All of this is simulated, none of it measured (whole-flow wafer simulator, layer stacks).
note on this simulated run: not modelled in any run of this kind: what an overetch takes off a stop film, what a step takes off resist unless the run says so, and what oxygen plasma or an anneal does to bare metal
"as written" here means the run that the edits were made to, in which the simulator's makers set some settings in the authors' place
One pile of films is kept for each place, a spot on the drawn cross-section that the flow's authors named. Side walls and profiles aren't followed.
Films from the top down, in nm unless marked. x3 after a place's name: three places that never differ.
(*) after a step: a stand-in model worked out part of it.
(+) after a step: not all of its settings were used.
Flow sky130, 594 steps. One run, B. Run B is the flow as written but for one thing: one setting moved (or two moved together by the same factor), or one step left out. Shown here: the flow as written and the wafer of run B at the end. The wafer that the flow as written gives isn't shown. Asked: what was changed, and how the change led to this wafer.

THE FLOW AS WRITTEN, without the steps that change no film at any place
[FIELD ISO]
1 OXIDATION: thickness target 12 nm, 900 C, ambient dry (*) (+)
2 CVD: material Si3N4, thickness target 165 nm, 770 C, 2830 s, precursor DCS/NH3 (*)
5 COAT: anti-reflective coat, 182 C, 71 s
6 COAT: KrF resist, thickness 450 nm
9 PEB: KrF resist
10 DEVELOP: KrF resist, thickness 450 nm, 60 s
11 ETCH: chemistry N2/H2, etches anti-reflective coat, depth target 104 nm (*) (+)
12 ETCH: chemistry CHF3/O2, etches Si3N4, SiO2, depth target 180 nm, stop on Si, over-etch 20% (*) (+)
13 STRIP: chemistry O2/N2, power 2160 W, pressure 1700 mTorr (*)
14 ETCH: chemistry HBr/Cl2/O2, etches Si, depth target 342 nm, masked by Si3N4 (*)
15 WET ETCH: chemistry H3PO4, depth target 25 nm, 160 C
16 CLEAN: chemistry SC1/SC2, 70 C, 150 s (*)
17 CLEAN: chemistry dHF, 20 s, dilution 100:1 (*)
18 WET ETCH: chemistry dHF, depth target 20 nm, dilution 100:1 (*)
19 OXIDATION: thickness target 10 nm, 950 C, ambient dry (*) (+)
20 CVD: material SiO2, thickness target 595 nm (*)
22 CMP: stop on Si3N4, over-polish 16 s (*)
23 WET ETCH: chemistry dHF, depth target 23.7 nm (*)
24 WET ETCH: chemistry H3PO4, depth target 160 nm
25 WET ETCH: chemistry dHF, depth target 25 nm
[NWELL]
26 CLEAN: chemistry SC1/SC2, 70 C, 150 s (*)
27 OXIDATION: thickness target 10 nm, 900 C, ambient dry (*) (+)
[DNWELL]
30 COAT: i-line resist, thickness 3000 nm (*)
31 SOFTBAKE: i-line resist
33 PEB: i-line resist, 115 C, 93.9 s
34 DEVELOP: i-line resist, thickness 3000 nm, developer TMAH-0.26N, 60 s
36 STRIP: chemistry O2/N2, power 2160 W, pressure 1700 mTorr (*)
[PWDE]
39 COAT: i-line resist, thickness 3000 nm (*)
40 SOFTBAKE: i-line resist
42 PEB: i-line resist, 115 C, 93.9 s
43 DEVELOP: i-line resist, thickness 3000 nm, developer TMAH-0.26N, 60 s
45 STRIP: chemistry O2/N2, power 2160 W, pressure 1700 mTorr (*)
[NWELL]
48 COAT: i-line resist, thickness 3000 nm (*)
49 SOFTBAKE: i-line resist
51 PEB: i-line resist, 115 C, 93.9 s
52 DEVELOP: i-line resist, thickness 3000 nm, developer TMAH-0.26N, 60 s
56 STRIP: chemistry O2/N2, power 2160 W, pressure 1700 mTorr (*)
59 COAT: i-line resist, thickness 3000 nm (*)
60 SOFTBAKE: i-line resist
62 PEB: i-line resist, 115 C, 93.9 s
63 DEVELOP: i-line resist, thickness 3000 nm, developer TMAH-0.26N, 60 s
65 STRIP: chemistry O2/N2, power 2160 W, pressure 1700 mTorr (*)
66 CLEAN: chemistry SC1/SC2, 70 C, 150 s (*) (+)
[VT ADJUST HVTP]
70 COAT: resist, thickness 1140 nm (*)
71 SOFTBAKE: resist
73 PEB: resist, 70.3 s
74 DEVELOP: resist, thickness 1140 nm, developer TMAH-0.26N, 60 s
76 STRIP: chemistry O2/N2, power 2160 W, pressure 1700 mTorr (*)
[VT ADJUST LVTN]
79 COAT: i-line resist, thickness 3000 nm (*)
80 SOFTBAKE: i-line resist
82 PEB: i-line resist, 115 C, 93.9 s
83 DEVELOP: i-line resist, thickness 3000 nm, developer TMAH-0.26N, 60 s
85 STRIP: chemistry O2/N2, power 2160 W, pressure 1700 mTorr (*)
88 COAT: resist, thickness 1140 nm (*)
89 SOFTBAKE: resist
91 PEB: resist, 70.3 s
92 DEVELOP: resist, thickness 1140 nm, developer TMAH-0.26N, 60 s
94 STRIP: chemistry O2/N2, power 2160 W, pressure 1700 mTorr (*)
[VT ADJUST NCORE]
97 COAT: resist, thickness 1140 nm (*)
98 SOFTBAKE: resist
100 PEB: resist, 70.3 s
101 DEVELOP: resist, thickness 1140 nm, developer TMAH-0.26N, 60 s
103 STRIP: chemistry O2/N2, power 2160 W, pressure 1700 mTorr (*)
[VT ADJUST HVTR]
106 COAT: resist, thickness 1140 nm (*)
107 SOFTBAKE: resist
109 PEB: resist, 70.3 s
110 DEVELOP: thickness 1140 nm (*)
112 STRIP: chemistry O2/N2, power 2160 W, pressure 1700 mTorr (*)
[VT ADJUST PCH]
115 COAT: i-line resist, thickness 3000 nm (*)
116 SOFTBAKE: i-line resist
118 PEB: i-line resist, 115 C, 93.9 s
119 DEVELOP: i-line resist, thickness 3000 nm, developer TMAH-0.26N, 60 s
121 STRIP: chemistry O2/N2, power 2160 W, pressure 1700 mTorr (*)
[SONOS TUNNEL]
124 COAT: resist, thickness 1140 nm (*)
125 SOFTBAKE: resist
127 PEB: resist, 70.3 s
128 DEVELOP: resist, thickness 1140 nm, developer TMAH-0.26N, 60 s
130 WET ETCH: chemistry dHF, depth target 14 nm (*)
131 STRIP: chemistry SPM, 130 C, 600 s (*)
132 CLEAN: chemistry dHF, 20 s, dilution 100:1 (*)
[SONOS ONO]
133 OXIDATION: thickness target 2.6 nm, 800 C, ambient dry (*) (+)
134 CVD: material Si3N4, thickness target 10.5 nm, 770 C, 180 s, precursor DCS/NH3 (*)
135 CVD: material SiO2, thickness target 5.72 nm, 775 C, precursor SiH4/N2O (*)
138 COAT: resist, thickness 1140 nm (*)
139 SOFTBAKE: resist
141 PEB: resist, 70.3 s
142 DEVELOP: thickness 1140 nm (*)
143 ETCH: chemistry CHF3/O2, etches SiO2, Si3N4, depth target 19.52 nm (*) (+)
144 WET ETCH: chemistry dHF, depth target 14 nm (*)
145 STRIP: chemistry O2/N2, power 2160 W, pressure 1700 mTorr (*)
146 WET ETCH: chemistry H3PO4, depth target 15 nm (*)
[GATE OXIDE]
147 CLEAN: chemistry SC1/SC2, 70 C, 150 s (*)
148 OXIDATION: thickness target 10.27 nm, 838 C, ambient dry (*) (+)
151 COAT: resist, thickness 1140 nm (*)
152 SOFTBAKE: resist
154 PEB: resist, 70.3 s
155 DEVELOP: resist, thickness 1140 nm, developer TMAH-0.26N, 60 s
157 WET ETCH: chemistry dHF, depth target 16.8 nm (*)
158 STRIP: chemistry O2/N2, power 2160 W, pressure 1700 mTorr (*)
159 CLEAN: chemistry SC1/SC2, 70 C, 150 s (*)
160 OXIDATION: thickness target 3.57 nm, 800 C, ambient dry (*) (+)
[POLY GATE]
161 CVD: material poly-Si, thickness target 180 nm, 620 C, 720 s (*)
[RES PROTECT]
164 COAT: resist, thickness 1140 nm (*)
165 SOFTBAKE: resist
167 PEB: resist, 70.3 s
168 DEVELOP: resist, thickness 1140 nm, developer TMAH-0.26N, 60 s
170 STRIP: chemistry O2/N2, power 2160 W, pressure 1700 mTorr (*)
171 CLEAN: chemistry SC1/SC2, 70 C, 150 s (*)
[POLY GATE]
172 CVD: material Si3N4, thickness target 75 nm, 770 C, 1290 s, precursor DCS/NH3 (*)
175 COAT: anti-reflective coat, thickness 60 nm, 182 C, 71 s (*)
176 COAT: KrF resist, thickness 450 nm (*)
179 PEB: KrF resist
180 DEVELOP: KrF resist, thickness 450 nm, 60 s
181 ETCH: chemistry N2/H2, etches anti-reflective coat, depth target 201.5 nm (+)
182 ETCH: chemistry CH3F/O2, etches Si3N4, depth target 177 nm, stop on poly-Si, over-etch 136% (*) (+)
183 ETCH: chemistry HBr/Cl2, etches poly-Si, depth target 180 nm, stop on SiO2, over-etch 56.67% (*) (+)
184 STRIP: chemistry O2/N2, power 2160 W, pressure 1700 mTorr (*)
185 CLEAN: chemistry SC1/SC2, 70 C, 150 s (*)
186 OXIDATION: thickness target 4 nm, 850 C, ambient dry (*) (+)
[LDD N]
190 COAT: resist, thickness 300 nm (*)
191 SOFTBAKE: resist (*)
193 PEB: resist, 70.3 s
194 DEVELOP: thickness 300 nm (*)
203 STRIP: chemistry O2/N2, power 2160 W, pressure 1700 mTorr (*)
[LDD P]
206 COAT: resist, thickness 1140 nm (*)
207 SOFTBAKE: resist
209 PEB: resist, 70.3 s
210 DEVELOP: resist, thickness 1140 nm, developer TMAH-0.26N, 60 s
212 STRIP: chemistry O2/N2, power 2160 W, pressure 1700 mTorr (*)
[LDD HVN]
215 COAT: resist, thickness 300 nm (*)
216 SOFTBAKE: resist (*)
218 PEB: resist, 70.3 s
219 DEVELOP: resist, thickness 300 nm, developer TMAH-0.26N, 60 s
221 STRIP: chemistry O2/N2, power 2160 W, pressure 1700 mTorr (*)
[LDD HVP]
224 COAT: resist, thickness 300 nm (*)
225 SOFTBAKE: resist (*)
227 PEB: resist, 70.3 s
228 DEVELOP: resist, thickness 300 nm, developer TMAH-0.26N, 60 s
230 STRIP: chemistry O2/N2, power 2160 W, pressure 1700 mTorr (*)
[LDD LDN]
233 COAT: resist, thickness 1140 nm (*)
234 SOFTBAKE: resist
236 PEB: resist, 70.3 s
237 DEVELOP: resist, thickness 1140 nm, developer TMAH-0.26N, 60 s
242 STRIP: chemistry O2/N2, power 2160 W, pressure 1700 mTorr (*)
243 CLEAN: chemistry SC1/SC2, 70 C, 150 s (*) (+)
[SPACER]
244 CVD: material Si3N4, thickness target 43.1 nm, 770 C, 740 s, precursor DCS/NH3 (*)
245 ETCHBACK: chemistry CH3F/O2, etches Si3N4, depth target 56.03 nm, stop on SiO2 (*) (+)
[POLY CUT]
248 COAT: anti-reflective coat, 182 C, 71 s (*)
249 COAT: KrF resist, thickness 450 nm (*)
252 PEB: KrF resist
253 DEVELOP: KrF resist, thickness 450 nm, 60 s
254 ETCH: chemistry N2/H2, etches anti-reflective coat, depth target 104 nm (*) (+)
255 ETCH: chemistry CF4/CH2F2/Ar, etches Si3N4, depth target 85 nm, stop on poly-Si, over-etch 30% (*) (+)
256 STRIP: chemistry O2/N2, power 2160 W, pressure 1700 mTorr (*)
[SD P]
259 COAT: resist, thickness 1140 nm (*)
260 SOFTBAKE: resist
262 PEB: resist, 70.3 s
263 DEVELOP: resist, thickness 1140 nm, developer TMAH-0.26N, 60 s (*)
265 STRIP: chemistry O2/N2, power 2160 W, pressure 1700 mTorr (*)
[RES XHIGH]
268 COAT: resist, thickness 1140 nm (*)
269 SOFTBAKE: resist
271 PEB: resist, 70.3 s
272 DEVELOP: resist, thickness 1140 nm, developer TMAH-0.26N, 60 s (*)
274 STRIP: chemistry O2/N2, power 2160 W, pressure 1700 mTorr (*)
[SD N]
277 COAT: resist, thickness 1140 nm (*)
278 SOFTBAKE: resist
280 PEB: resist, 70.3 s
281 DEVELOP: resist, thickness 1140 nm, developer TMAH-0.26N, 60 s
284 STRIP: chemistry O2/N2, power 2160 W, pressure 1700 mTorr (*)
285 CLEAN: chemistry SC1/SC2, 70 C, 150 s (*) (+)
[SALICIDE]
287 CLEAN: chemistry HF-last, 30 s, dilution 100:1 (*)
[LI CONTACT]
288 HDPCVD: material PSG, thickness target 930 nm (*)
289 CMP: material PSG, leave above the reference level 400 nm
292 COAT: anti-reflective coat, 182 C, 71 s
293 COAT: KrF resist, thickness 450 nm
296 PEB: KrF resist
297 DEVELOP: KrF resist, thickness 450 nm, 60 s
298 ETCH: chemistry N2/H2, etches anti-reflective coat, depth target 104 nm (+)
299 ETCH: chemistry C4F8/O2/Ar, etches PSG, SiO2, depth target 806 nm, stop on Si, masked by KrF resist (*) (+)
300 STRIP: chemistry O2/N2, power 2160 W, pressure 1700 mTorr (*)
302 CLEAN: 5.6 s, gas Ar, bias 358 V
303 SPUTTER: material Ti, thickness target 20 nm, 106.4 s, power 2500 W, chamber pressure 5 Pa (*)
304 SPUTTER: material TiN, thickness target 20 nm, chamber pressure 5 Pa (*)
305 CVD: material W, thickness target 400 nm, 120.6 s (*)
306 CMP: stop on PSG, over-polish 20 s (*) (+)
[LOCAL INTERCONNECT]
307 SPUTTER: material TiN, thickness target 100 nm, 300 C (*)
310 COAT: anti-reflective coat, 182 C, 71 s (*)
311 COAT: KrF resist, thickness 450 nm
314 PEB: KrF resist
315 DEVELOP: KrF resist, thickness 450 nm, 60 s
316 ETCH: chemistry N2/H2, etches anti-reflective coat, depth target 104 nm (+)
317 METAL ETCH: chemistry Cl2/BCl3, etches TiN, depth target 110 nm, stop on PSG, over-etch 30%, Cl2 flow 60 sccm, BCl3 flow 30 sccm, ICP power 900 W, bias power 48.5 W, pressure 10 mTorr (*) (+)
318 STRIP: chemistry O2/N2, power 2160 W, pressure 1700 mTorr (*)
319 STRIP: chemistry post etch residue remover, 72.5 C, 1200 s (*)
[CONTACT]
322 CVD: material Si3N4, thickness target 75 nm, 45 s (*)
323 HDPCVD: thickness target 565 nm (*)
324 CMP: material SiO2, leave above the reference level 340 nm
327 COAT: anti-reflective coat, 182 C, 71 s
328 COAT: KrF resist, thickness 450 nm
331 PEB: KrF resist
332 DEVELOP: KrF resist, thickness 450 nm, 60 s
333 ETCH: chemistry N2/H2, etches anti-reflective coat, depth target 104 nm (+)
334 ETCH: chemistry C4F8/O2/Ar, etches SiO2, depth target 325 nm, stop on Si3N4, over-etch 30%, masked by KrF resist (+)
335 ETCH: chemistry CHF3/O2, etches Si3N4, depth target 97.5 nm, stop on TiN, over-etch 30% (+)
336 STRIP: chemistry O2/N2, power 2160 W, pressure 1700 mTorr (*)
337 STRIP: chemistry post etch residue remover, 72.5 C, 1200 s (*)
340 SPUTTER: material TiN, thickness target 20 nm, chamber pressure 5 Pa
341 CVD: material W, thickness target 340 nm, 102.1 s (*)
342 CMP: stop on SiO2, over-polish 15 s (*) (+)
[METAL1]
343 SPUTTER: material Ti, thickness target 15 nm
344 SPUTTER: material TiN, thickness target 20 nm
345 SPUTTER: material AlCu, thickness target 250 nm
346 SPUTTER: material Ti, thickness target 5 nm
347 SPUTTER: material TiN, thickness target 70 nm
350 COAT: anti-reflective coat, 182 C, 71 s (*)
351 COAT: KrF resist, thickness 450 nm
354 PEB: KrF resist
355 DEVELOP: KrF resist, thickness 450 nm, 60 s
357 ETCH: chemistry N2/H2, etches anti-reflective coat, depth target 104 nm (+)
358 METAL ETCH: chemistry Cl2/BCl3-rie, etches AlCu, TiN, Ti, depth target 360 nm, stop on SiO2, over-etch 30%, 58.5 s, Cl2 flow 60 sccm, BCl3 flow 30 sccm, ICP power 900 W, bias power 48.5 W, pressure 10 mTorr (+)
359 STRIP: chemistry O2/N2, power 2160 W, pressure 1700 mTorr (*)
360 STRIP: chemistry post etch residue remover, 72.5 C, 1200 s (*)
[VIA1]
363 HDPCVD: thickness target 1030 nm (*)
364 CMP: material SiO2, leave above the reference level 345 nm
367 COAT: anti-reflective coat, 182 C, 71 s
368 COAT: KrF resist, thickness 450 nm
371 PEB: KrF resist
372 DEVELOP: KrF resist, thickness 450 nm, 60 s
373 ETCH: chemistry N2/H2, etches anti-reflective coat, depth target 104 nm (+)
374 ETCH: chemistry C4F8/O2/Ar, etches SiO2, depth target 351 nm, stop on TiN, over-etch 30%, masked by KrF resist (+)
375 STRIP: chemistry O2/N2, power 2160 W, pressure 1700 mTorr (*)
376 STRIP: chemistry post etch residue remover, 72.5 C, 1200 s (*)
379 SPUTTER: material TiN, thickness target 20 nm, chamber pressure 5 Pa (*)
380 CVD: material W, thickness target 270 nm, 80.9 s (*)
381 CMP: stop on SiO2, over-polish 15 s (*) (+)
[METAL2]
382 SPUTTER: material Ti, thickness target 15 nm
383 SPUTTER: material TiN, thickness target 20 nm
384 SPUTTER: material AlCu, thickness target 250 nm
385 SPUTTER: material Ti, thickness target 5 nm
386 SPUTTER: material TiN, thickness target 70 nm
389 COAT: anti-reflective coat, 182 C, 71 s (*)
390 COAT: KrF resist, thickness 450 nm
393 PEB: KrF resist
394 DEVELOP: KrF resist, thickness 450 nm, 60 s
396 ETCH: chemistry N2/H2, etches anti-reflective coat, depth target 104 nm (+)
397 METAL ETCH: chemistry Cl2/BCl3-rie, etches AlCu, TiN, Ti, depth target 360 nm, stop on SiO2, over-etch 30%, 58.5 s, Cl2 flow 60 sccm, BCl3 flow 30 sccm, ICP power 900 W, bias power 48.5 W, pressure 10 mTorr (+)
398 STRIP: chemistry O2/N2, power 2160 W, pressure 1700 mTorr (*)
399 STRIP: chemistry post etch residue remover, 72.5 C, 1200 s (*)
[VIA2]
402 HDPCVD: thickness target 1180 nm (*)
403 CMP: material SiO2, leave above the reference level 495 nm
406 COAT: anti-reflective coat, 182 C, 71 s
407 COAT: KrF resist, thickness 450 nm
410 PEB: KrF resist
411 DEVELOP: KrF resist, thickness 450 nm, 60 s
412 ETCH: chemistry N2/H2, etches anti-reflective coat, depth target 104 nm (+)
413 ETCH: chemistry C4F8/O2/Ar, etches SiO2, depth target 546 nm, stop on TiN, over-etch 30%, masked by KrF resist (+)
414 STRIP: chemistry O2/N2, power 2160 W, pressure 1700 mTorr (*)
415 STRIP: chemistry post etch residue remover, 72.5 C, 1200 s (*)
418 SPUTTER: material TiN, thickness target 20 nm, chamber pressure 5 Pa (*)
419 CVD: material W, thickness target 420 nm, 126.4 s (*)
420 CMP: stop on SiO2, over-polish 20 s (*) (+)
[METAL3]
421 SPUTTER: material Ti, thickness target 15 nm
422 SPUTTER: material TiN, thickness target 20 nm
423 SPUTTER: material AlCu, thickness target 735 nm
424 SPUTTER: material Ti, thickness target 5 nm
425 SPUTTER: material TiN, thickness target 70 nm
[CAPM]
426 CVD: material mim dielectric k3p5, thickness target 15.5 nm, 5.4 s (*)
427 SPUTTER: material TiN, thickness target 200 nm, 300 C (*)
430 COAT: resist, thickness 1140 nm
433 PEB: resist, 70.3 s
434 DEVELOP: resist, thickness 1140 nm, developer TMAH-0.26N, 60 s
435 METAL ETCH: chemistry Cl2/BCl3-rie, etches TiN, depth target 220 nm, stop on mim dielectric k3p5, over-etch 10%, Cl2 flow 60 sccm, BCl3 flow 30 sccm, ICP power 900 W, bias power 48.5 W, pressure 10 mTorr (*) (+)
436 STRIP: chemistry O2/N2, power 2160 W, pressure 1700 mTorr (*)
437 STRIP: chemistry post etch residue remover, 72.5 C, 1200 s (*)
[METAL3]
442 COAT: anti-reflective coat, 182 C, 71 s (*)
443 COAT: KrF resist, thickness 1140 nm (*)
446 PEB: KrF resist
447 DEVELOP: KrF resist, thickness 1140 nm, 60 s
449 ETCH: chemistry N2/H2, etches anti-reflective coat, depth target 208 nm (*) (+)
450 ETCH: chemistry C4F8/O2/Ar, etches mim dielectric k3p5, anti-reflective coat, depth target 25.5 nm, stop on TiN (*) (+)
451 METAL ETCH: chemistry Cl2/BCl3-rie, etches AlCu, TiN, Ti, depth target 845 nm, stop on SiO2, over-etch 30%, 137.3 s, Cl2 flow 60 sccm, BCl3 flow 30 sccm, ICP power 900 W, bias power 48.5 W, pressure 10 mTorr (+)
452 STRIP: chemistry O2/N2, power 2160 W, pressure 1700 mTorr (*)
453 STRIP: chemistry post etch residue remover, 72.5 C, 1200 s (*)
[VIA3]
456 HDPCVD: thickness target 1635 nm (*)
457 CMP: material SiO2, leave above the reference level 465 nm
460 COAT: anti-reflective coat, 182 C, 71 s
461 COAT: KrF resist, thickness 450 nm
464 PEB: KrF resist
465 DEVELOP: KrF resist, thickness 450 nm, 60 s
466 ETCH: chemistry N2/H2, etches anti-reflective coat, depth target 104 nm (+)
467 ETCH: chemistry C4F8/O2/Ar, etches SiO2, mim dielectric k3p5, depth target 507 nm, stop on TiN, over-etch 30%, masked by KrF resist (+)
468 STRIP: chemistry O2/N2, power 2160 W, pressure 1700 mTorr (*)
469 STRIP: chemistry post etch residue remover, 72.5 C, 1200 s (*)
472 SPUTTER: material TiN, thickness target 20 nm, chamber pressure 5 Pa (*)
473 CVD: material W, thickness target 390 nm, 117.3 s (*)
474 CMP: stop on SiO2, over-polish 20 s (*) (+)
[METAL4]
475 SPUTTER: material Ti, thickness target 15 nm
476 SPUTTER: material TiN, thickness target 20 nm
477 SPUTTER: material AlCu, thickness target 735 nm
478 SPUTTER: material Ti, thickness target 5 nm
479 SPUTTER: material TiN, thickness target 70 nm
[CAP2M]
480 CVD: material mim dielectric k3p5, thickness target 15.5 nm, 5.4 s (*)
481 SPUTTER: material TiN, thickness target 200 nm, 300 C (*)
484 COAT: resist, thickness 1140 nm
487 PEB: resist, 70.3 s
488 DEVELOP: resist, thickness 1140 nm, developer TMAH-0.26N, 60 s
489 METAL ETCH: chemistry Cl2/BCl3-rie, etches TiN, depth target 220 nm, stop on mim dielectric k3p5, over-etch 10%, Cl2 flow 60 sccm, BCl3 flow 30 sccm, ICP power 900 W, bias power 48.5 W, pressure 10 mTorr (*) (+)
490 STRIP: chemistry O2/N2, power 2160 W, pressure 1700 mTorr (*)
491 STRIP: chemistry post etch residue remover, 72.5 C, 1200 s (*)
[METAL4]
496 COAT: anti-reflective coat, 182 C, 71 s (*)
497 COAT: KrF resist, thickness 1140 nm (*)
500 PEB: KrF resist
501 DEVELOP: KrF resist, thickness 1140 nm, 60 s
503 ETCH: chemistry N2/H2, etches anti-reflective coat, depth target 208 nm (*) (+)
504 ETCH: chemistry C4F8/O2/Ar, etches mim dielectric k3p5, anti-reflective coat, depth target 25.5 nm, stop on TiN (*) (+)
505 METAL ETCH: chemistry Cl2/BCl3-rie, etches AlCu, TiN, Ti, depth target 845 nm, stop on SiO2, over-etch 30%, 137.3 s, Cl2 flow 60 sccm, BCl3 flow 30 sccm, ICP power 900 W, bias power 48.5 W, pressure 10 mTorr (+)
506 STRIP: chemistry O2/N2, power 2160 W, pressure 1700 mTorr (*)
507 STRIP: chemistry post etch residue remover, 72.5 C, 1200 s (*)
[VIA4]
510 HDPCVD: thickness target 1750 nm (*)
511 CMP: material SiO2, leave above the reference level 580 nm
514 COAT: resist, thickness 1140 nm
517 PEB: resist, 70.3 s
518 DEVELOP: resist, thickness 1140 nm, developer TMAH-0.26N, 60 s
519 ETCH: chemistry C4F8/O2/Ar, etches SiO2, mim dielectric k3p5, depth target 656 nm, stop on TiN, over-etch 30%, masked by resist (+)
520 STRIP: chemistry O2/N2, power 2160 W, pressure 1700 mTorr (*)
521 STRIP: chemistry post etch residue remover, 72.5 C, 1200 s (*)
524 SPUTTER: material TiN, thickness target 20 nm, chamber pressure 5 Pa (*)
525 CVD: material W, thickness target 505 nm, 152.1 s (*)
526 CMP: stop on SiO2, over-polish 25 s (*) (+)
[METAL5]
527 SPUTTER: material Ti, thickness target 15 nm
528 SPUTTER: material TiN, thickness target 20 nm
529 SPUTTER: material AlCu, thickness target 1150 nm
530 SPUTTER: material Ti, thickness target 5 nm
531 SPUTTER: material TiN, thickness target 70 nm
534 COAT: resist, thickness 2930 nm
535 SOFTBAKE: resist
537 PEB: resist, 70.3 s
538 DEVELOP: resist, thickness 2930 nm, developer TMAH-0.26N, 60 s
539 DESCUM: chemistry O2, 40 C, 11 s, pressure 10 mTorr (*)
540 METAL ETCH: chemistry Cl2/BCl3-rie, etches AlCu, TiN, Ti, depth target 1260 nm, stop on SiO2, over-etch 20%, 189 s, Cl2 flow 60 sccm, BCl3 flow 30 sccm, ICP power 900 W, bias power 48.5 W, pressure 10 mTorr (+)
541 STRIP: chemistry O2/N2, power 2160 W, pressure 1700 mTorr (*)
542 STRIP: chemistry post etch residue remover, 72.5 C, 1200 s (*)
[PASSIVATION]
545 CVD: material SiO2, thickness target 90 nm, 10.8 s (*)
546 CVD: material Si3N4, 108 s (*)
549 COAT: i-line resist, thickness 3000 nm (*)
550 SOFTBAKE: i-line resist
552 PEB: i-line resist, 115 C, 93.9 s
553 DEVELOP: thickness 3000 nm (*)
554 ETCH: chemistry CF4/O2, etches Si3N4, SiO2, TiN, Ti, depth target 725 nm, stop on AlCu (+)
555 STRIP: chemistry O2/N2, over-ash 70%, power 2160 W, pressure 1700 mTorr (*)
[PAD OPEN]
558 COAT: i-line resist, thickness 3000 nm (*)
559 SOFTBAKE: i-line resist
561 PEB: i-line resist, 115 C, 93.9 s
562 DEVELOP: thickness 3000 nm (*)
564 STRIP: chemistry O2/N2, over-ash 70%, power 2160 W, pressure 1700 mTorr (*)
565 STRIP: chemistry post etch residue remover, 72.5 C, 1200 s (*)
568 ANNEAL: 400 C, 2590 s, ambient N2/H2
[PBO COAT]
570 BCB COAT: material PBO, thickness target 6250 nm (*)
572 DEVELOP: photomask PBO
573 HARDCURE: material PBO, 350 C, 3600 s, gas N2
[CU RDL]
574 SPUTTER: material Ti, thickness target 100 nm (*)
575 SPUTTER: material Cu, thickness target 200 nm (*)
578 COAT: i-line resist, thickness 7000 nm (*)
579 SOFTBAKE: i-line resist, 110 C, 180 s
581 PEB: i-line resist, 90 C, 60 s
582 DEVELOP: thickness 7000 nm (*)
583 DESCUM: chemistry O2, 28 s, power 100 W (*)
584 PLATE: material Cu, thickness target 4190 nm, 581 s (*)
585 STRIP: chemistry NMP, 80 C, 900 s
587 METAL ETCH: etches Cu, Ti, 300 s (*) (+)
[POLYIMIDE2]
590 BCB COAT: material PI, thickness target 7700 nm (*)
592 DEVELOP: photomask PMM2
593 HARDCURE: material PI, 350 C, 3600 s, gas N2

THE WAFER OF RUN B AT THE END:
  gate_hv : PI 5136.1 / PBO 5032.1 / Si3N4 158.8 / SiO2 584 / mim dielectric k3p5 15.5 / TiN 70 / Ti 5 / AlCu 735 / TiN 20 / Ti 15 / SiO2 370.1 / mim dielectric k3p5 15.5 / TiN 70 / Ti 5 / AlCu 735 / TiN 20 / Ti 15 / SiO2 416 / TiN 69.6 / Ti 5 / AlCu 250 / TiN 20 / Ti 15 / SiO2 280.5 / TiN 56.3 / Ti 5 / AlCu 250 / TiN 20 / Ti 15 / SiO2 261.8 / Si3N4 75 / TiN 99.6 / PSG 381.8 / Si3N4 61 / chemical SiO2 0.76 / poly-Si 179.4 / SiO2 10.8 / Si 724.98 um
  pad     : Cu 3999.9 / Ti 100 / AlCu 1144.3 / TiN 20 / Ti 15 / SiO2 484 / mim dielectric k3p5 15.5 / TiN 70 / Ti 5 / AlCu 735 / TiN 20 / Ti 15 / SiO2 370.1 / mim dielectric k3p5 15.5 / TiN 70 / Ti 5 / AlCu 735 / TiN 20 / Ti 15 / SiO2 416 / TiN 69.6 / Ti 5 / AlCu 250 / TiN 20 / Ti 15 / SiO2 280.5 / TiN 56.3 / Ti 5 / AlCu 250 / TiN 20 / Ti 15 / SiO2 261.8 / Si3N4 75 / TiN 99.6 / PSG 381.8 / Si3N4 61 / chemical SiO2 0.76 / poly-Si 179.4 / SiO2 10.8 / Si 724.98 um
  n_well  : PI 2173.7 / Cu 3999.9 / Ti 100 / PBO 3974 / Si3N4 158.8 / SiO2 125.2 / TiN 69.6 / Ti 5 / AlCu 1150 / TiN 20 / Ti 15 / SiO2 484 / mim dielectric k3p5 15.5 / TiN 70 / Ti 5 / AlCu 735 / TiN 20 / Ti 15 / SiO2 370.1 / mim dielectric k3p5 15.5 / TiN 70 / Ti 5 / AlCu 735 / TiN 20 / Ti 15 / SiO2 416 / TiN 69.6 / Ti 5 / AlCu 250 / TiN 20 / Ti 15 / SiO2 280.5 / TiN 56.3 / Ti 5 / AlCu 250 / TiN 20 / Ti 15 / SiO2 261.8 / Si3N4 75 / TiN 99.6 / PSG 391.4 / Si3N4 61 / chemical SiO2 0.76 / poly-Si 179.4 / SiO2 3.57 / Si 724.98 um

The cause: step 347, SPUTTER: thickness target 56.7 nm was run, where the flow has thickness target 70 nm.

How the change led to this, step by step:
  347 SPUTTER: material TiN, thickness target 70 nm
      field, active, n_well and 188 more: TiN +56.7 (new film) (as written it would be: TiN +70 (new film))
  358 METAL ETCH: chemistry Cl2/BCl3-rie, etches AlCu, TiN, Ti, depth target 360 nm, stop on SiO2, over-etch 30%, 58.5 s, Cl2 flow 60 sccm, BCl3 flow 30 sccm, ICP power 900 W, bias power 48.5 W, pressure 10 mTorr (+)
      field, active, gate and 81 more: TiN -55.4 (all of it), Ti -5 (all of it), AlCu -250 (all of it), TiN -20 (all of it), Ti -15 (all of it), SiO2 -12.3 (as written it would be: TiN -68.7 (all of it), Ti -5 (all of it), AlCu -250 (all of it), TiN -20 (all of it), Ti -15 (all of it), SiO2 -10.9)
  374 ETCH: chemistry C4F8/O2/Ar, etches SiO2, depth target 351 nm, stop on TiN, over-etch 30%, masked by KrF resist (+)
      m1, via1_hole: SiO2 -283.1 (all of it) (as written it would be: SiO2 -269.8 (all of it))
  380 CVD: material W, thickness target 270 nm, 80.9 s (*)
      m1, via1_hole: W +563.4 (new film) (as written it would be: W +549.9 (new film))
